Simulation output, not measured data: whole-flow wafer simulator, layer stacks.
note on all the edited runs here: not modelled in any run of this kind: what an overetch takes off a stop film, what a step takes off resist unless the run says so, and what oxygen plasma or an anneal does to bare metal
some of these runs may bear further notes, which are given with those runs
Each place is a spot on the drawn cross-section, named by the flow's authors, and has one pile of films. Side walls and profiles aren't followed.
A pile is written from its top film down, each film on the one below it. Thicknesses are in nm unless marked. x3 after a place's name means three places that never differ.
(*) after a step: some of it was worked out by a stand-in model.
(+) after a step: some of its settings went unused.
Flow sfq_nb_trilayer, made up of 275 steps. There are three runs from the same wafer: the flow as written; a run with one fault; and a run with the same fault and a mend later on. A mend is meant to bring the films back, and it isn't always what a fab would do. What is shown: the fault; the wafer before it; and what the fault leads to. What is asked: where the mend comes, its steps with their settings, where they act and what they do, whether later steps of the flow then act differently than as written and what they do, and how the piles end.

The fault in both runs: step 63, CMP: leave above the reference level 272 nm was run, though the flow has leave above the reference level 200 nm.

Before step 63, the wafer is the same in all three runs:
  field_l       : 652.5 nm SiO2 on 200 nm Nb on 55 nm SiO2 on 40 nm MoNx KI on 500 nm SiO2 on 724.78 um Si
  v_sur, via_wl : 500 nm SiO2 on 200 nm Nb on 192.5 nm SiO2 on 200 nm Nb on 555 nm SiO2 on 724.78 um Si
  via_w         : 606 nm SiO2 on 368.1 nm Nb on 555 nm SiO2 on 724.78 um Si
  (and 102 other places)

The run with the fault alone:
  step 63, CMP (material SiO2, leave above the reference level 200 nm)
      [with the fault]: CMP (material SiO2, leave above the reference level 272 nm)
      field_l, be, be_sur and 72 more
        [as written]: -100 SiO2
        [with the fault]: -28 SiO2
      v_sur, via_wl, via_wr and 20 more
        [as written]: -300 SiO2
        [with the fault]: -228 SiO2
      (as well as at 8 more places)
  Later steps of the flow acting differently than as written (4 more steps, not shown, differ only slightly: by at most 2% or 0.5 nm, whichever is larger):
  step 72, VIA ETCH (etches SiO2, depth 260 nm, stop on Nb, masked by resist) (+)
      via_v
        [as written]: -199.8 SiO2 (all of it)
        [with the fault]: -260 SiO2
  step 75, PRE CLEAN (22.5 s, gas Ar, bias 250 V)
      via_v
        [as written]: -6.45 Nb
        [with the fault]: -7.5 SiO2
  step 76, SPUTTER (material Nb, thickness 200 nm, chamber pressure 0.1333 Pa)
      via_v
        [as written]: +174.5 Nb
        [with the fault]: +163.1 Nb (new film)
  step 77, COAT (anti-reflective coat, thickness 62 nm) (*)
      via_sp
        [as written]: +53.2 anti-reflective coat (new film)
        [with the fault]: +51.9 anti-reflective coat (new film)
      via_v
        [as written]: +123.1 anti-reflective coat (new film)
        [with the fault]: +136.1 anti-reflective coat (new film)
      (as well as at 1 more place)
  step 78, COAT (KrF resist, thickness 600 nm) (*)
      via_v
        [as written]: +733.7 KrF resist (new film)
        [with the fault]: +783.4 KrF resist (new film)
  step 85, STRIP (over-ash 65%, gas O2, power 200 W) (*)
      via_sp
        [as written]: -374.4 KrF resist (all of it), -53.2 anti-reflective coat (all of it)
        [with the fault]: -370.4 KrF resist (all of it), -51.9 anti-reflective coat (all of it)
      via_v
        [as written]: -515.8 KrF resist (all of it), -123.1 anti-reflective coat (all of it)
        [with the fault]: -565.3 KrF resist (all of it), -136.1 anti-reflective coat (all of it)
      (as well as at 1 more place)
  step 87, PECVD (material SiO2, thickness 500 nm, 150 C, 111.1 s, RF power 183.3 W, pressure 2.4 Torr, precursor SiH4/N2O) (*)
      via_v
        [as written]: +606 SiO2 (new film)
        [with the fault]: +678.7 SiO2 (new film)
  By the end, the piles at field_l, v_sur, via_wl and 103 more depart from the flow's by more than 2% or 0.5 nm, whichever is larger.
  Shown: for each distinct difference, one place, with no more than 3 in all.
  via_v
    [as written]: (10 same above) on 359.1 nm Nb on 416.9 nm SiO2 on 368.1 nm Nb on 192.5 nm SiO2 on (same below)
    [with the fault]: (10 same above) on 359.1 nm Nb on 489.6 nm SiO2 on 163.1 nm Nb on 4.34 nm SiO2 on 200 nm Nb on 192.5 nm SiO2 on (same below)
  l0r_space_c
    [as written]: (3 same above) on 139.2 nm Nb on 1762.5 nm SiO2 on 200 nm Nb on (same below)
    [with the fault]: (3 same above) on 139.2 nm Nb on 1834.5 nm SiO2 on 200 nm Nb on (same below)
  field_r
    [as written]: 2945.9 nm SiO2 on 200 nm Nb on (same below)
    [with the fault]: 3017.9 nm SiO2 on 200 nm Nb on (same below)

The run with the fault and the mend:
  The mend stands after step 64.
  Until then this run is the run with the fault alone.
  step 64a, CMP (material SiO2, leave above the reference level 200 nm) (the flow's step 63 again)
      field_l, v_sur, via_wl and 103 more
        -72 SiO2
  Later steps of the flow that are run all act as written at every place that is followed.
  At every place that both follow, the piles at the end match the flow's.
